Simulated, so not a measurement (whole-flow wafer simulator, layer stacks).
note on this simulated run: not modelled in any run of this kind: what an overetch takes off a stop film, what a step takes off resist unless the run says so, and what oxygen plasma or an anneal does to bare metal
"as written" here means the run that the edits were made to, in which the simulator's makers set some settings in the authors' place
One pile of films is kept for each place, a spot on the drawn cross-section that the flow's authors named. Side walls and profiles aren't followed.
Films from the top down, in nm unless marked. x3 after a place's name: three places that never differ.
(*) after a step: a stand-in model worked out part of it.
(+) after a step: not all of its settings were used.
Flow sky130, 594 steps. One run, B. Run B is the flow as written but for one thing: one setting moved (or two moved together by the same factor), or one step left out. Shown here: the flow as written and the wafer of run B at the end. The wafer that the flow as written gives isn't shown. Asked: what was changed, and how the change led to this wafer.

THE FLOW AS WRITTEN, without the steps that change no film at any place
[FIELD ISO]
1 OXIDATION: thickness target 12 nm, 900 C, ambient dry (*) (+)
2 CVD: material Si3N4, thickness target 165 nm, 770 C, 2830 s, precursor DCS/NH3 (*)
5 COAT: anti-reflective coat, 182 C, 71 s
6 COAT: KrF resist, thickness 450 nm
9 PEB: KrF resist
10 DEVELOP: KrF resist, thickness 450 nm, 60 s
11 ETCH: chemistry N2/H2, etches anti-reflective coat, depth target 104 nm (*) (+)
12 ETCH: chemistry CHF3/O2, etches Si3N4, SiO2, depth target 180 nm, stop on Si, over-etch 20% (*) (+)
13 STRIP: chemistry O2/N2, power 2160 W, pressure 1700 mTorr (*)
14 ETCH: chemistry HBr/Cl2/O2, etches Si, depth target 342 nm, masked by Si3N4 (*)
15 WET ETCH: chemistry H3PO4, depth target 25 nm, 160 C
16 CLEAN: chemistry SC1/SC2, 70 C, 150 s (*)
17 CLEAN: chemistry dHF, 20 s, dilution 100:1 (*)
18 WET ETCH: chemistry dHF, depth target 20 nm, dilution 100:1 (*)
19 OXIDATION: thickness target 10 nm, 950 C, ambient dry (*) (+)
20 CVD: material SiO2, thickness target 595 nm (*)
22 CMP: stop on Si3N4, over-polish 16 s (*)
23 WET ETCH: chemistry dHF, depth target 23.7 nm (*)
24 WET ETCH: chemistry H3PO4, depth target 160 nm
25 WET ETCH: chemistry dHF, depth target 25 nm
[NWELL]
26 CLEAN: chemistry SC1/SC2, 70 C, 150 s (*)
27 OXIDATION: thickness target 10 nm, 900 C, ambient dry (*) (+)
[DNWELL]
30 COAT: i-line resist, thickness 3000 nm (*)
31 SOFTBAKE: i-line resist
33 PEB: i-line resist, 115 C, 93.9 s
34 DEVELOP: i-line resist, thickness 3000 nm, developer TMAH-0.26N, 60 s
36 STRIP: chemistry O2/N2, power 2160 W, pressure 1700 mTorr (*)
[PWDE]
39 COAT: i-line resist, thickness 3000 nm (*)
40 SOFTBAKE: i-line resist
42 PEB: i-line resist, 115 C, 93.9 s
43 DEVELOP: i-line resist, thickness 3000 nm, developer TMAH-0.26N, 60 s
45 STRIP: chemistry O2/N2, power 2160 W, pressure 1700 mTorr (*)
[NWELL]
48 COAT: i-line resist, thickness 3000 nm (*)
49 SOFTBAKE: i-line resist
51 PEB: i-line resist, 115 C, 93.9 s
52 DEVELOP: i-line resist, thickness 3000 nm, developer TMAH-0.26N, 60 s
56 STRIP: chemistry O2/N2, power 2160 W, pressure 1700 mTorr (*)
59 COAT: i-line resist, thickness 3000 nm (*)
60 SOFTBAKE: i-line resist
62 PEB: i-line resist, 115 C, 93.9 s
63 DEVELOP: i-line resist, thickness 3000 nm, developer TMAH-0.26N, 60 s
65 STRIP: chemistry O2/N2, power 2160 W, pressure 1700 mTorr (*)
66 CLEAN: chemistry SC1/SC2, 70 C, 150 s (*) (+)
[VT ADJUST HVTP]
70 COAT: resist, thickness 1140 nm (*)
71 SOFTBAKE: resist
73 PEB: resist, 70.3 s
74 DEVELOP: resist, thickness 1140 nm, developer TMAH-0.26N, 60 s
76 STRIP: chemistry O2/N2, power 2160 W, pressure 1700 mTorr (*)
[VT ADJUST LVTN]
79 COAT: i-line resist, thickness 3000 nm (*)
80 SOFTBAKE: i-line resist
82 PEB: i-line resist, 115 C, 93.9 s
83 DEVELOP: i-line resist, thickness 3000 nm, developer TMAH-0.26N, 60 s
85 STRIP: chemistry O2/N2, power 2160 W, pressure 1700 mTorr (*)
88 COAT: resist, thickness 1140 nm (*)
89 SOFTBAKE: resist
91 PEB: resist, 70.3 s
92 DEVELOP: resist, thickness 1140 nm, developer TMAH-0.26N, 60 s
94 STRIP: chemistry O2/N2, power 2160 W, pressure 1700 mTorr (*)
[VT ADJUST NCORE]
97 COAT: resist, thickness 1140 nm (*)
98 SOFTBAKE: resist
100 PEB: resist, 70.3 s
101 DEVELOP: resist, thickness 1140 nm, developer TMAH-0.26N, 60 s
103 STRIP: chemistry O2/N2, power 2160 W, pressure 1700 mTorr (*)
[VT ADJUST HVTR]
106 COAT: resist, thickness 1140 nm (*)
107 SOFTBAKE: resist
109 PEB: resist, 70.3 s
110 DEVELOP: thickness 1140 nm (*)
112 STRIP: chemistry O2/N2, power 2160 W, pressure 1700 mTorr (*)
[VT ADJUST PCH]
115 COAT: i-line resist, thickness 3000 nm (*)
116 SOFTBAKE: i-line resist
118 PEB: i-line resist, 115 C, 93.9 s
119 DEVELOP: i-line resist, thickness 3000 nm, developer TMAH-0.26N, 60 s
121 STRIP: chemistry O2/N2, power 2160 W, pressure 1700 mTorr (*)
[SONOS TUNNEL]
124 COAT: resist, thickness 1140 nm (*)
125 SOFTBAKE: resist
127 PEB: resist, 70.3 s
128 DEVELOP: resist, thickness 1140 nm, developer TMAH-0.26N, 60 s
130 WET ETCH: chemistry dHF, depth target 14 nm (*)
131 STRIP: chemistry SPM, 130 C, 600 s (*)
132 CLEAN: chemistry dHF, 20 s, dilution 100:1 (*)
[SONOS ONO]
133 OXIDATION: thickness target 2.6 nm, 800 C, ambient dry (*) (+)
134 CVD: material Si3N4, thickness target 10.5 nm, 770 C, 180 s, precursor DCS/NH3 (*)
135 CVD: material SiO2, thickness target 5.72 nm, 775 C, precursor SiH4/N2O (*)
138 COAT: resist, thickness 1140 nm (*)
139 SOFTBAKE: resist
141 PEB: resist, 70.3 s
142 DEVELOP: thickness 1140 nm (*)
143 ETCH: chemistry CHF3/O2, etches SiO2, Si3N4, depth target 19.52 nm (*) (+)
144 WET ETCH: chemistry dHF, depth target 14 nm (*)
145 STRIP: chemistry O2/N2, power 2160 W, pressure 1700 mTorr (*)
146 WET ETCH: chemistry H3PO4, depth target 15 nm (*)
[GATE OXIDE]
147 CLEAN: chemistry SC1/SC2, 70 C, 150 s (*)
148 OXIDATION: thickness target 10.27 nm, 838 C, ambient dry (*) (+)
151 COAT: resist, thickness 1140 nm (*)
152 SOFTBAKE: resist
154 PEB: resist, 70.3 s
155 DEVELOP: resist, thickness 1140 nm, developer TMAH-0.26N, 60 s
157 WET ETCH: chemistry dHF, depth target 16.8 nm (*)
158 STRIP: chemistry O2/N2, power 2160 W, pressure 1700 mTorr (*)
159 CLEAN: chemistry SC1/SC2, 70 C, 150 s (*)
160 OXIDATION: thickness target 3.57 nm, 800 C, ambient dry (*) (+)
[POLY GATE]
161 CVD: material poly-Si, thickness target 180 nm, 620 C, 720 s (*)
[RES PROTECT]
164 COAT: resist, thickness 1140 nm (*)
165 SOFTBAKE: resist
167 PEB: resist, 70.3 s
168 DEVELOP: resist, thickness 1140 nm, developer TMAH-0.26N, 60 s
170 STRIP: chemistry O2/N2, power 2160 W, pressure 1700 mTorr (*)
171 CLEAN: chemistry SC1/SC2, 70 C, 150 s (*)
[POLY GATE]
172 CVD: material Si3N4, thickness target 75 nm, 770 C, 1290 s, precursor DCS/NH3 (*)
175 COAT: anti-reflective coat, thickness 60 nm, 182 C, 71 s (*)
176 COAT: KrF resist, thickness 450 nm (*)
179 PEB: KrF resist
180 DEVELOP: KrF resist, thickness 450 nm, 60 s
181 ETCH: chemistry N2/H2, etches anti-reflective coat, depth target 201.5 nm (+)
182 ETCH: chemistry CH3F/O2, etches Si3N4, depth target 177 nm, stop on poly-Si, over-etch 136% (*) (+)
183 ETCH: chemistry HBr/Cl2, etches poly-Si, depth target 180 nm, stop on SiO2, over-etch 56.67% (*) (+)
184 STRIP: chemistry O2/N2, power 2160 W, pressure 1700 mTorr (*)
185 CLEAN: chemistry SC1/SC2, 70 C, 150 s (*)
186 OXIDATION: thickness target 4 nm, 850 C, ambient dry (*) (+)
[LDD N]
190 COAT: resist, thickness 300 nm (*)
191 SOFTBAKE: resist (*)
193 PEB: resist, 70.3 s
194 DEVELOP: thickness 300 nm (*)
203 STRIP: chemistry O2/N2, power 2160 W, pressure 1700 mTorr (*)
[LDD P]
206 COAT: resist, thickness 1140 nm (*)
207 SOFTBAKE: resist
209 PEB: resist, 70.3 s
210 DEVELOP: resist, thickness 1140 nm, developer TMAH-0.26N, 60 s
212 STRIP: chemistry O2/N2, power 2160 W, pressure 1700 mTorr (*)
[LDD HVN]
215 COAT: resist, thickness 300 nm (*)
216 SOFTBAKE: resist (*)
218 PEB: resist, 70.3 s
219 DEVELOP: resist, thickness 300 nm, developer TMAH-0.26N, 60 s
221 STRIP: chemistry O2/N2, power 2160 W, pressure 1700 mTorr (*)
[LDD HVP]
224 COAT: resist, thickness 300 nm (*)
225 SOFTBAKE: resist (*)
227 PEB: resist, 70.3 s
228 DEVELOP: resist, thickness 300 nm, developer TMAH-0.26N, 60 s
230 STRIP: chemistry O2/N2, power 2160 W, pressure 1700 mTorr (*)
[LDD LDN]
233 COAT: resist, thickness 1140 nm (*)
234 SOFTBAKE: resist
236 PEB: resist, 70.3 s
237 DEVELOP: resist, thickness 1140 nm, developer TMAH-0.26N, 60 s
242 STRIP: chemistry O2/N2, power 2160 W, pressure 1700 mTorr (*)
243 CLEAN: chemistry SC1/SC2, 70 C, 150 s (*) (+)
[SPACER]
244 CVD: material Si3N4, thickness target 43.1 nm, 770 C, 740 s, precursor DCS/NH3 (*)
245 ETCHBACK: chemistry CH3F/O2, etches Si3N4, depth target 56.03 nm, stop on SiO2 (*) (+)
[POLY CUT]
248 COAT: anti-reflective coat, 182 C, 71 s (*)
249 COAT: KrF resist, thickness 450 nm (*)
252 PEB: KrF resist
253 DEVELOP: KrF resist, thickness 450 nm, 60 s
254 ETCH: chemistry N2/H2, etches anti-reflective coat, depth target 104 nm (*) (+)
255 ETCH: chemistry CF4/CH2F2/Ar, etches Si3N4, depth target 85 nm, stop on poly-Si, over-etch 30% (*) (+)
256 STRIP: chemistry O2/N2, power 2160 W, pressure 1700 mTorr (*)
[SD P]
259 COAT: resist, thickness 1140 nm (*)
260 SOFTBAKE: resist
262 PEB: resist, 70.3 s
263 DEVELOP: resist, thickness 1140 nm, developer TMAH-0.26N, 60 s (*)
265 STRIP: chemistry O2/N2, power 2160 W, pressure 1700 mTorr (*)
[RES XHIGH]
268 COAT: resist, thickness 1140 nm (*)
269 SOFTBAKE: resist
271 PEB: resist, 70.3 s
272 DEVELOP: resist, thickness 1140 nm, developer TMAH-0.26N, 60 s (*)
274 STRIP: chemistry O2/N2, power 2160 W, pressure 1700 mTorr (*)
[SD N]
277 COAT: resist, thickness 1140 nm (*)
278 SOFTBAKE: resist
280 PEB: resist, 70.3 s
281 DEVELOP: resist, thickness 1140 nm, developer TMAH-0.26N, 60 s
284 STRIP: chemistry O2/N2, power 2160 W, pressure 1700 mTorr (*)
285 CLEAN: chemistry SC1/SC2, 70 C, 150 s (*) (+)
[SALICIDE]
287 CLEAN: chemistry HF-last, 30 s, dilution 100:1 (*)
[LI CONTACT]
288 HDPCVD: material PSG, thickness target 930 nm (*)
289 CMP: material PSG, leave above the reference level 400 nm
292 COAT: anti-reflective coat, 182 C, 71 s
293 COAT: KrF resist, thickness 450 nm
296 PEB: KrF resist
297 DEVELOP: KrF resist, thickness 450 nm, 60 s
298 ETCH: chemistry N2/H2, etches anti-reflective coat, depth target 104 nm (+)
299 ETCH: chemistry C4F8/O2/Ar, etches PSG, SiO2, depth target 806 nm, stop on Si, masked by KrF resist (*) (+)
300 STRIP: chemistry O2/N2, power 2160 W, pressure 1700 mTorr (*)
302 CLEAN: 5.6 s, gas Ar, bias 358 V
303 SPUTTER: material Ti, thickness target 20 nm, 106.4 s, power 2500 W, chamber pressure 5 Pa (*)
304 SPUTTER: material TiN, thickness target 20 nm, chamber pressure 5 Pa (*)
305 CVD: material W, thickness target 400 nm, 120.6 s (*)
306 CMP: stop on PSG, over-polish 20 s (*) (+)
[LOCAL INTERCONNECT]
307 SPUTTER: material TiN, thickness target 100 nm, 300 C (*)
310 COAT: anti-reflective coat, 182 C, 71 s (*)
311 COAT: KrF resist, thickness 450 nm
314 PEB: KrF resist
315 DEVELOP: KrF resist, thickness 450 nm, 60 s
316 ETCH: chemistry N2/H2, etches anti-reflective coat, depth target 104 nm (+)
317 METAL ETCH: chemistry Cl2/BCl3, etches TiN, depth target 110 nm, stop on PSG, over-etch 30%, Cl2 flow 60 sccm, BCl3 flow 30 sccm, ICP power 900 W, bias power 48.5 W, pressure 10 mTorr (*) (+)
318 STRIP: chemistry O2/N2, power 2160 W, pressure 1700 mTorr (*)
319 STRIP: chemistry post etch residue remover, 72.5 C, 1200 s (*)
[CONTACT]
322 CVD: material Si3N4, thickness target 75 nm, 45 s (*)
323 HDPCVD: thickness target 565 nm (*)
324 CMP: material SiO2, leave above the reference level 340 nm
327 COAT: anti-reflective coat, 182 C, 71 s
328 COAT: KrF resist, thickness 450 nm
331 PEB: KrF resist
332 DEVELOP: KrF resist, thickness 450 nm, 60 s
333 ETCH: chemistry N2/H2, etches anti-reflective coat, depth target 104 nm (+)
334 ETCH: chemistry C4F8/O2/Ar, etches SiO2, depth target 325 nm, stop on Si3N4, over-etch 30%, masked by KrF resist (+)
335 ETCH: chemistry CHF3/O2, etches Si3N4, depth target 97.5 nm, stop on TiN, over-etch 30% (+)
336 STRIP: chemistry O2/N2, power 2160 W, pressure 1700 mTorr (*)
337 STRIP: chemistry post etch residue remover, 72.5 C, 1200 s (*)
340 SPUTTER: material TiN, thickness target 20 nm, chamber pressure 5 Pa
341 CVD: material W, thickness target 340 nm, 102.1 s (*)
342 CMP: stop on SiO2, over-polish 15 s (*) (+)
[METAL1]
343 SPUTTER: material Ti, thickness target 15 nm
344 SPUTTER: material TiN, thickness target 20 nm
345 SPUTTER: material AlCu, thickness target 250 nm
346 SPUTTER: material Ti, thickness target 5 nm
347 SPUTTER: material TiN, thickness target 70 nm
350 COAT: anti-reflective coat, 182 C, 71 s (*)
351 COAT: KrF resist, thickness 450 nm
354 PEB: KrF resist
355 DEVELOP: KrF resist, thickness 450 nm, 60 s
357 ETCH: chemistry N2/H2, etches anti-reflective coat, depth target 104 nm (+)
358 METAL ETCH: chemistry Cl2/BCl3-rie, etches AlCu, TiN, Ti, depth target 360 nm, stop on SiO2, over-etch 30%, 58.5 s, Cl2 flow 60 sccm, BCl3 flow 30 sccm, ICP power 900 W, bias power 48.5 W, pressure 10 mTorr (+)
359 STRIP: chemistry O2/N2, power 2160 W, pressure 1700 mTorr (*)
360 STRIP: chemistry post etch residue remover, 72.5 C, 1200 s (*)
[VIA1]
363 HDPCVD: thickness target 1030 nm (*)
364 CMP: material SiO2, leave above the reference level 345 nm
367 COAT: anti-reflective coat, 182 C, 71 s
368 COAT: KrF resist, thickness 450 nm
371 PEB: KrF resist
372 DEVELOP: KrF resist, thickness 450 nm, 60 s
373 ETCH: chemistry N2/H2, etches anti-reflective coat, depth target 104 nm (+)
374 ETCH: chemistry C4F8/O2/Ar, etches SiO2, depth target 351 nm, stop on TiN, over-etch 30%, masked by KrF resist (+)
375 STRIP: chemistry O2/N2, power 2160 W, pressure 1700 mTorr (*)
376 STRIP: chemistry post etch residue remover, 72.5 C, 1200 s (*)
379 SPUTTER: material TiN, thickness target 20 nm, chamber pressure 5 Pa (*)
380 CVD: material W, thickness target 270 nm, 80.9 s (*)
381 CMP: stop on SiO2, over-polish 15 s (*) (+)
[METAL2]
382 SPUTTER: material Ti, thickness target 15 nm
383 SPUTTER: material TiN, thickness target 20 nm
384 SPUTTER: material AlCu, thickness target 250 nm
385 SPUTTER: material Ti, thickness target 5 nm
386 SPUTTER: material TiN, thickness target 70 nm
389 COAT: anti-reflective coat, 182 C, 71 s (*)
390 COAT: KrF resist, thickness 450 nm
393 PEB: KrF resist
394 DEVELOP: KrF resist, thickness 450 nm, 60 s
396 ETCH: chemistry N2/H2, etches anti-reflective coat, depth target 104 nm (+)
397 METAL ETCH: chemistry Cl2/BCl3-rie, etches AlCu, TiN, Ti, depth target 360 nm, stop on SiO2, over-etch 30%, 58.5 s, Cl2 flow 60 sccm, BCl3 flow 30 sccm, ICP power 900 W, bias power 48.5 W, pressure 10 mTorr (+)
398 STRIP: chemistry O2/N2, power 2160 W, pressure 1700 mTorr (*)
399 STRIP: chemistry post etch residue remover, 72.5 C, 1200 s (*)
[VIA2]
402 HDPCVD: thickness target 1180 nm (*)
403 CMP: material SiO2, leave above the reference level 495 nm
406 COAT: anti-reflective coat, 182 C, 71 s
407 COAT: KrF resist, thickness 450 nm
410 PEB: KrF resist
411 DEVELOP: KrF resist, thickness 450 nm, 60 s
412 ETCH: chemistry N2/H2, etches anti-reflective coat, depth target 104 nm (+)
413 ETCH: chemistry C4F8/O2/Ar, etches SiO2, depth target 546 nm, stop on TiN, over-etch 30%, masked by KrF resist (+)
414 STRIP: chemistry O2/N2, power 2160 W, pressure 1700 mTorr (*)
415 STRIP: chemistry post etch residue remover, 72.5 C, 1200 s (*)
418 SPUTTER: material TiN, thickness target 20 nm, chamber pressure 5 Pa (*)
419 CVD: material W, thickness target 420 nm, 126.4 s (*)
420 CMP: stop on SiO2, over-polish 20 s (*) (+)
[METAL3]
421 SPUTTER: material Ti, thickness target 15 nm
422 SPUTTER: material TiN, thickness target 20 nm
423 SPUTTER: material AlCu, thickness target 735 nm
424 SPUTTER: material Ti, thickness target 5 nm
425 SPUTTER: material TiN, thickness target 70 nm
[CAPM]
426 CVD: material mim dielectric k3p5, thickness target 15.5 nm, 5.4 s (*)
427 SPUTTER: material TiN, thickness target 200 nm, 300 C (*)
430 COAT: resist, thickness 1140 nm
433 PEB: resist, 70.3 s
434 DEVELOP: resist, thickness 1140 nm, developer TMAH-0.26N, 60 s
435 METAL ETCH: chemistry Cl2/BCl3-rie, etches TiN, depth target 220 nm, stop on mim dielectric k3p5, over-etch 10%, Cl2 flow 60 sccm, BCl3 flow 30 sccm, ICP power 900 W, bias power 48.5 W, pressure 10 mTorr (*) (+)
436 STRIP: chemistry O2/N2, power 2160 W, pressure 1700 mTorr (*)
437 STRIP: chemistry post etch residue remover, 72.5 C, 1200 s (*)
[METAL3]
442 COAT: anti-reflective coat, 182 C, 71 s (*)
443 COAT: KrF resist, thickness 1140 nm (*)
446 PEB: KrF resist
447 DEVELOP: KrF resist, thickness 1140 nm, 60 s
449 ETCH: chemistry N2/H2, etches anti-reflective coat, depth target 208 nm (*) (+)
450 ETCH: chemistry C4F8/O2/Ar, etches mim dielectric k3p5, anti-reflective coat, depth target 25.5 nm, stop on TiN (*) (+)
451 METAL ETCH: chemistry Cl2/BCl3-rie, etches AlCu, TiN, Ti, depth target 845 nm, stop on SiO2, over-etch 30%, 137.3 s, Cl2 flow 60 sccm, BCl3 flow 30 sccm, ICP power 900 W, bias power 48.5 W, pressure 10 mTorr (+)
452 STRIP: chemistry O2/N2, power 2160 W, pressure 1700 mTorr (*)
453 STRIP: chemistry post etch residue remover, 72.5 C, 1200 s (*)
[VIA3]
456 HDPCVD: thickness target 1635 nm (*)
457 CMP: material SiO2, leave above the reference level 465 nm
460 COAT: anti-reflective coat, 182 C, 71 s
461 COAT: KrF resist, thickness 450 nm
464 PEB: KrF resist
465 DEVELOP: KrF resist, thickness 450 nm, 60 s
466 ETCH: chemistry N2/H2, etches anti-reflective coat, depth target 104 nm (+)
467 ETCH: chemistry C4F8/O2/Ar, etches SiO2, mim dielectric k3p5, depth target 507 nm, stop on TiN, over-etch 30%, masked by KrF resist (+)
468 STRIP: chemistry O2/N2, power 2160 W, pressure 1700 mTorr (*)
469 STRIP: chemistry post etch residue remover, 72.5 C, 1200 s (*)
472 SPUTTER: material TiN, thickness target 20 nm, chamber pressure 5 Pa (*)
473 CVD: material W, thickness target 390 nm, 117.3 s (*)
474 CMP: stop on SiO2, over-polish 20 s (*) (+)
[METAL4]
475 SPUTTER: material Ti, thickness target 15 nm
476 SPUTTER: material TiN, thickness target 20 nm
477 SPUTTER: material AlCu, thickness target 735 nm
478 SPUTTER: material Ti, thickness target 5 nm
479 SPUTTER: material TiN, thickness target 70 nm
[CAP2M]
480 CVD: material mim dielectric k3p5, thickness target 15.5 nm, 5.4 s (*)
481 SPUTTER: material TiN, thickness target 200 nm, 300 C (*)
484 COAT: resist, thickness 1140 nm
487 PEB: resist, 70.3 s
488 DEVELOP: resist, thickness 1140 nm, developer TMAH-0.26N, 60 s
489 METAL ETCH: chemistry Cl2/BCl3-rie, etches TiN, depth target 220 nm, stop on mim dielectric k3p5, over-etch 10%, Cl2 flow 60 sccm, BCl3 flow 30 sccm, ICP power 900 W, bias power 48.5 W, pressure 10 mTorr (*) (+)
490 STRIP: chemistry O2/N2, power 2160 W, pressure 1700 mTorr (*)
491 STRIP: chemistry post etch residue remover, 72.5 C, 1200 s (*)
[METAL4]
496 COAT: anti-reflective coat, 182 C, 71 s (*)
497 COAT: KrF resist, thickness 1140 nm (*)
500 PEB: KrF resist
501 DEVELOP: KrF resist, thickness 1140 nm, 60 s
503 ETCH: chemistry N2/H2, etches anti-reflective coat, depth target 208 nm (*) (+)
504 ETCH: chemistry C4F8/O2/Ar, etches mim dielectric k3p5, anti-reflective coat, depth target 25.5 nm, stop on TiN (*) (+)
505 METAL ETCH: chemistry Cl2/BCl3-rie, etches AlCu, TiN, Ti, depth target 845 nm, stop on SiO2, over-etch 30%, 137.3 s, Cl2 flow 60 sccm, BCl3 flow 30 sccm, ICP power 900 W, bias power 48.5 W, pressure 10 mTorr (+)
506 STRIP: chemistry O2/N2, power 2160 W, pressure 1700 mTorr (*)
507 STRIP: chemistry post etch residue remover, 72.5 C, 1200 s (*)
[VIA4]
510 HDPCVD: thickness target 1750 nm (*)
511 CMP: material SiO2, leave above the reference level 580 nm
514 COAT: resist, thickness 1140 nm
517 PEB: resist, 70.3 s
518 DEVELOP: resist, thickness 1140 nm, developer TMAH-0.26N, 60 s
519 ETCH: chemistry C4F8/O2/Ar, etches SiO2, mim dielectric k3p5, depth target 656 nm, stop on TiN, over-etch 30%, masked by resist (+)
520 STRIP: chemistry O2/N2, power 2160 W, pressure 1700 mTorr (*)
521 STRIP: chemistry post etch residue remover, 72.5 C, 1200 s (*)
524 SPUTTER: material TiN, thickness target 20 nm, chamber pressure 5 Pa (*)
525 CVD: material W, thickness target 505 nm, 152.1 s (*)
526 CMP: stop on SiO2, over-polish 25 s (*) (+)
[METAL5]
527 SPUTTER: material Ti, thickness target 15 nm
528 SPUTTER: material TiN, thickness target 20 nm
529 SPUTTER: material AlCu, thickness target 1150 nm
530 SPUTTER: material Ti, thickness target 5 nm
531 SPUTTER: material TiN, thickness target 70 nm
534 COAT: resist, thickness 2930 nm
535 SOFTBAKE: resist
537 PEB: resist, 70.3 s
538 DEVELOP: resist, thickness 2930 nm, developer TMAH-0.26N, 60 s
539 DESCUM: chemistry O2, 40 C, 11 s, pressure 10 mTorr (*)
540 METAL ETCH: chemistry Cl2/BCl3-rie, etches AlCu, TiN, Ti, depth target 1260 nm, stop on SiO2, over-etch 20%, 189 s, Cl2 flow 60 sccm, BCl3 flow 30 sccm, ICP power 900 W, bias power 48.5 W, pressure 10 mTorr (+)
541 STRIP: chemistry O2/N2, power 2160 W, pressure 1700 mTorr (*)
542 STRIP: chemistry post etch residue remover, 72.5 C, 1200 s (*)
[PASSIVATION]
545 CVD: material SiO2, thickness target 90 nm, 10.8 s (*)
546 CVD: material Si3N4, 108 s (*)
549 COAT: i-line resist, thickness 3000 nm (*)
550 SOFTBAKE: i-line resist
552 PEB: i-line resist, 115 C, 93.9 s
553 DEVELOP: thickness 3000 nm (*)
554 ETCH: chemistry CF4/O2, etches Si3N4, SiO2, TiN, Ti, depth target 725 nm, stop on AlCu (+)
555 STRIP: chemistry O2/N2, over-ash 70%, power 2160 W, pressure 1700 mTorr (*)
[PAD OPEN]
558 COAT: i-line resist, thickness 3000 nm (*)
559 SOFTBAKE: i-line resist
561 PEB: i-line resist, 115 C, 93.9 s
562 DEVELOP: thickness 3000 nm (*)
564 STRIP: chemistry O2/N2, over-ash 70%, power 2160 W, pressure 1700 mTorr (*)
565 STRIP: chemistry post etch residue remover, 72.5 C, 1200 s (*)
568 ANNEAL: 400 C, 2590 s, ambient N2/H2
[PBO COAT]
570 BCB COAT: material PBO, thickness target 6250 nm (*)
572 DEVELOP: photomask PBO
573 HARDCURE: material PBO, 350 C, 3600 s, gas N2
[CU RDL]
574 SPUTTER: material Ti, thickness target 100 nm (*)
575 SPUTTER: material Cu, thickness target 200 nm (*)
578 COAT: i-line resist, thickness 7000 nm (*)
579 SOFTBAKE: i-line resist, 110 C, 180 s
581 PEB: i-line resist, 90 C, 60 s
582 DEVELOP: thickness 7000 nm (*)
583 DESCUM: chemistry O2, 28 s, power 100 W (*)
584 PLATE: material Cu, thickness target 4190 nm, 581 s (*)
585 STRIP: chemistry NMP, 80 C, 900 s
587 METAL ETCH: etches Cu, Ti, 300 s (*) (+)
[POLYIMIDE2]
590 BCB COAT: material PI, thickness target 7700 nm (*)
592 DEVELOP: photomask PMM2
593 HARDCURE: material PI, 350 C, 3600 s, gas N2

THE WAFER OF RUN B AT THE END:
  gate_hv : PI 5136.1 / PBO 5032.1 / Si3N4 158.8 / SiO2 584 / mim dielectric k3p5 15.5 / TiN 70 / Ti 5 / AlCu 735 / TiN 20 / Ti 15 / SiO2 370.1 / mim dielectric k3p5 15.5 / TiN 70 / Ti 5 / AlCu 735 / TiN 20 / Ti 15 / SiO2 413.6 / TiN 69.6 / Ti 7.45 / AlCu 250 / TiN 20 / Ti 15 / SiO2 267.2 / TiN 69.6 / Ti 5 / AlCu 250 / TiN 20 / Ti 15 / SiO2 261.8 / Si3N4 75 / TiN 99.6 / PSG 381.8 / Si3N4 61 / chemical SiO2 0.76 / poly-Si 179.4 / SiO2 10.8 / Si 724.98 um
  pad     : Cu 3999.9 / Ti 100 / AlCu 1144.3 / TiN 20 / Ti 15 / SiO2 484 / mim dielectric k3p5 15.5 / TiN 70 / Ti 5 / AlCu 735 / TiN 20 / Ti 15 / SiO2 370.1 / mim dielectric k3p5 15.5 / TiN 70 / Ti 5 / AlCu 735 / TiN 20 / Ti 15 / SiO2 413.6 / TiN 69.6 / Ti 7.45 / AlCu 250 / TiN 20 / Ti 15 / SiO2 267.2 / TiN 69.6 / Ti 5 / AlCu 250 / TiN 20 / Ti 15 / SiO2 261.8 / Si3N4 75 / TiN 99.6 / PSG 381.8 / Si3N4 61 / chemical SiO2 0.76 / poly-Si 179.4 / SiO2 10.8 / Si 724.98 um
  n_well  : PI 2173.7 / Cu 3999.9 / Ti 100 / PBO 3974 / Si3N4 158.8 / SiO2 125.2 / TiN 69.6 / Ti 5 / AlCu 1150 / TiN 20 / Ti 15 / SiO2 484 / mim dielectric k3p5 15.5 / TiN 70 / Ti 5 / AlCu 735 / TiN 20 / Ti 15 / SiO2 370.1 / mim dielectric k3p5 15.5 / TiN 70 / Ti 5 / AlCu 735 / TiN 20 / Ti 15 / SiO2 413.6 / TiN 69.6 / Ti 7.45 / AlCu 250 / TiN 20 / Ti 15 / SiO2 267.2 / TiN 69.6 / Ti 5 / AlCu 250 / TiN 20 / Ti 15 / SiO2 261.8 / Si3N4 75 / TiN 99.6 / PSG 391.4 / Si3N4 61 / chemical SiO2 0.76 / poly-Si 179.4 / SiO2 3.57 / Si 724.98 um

The cause: step 385, SPUTTER: thickness target 7.45 nm was run, where the flow has thickness target 5 nm.
It can be read off the wafer: gate_hv has Ti 7.45, and step 385 as written asks for 5 nm.

How the change led to this, step by step:
  385 SPUTTER: material Ti, thickness target 5 nm
      field, active, n_well and 188 more: Ti +7.45 (new film) (as written it would be: Ti +5 (new film))
  397 METAL ETCH: chemistry Cl2/BCl3-rie, etches AlCu, TiN, Ti, depth target 360 nm, stop on SiO2, over-etch 30%, 58.5 s, Cl2 flow 60 sccm, BCl3 flow 30 sccm, ICP power 900 W, bias power 48.5 W, pressure 10 mTorr (+)
      field, active, gate and 82 more: TiN -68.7 (all of it), Ti -7.45 (all of it), AlCu -250 (all of it), TiN -20 (all of it), Ti -15 (all of it), SiO2 -10.7 (as written it would be: TiN -68.7 (all of it), Ti -5 (all of it), AlCu -250 (all of it), TiN -20 (all of it), Ti -15 (all of it), SiO2 -10.9)
